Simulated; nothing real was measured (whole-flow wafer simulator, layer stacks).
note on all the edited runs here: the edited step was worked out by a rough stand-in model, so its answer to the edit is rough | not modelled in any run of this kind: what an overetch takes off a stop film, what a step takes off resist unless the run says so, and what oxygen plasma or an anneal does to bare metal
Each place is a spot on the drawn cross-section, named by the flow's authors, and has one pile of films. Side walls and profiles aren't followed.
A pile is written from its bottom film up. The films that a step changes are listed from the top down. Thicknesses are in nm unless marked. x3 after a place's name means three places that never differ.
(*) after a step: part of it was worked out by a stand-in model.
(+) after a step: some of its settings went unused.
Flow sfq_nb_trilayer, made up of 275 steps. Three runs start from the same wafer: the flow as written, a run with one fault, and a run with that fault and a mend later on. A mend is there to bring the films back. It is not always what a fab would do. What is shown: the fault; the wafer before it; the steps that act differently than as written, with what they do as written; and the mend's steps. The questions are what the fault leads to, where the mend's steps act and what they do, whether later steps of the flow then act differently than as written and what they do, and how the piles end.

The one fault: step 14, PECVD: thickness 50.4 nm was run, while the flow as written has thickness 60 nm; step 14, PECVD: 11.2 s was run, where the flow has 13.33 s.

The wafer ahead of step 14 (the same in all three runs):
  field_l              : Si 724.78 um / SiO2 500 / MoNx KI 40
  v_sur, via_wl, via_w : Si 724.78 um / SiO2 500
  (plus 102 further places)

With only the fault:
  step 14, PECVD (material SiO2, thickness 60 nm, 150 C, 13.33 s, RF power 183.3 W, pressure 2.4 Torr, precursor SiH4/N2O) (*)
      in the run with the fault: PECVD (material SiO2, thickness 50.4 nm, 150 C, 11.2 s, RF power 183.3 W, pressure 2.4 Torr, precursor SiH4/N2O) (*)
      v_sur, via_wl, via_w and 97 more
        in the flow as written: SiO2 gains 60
        in the run with the fault: SiO2 gains 50.4
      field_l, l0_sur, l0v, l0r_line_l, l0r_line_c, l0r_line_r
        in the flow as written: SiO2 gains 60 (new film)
        in the run with the fault: SiO2 gains 50.4 (new film)
  Steps later in the flow that act otherwise than as written (8 other steps are not shown; they differ only slightly, by no more than 2% or 0.5 nm, whichever is larger):
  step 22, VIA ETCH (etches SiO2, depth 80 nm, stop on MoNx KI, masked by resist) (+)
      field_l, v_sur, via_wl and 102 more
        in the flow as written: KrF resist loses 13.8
        in the run with the fault: KrF resist loses 13
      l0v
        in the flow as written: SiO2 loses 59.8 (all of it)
        in the run with the fault: SiO2 loses 50.2 (all of it)
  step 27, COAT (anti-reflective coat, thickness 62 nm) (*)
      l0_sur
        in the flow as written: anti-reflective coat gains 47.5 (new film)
        in the run with the fault: anti-reflective coat gains 48.5 (new film)
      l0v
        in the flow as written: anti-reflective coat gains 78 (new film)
        in the run with the fault: anti-reflective coat gains 75.1 (new film)
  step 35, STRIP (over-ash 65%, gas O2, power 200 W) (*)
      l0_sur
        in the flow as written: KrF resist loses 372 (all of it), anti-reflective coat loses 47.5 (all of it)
        in the run with the fault: KrF resist loses 372.6 (all of it), anti-reflective coat loses 48.5 (all of it)
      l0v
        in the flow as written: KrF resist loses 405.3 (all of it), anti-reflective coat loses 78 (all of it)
        in the run with the fault: KrF resist loses 399.3 (all of it), anti-reflective coat loses 75.1 (all of it)
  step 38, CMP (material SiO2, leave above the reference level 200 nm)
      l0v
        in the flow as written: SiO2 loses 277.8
        in the run with the fault: SiO2 loses 289
  At field_l, l0_sur, l0r_line_l, l0r_line_c, l0r_line_r, the piles at the end differ from the flow's by more than 2% or 0.5 nm, whichever is larger.
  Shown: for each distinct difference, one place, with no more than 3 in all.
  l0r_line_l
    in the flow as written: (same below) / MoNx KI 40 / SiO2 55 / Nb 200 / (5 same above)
    in the run with the fault: (same below) / MoNx KI 40 / SiO2 45.4 / Nb 200 / (5 same above)
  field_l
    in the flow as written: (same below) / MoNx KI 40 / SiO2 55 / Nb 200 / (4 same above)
    in the run with the fault: (same below) / MoNx KI 40 / SiO2 45.4 / Nb 200 / (4 same above)
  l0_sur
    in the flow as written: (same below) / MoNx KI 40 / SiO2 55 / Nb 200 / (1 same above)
    in the run with the fault: (same below) / MoNx KI 40 / SiO2 45.4 / Nb 200 / (1 same above)

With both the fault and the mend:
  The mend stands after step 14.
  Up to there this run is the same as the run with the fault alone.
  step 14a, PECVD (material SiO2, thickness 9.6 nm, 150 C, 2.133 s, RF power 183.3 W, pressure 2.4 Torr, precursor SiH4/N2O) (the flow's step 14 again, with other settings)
      field_l, v_sur, via_wl and 103 more
        SiO2 gains 9.6
  Later steps of the flow that are run all act as written at every place that is followed, up to a difference of at most 2% or 0.5 nm, whichever is larger.
  The piles end the same as the flow's at every place that both follow.
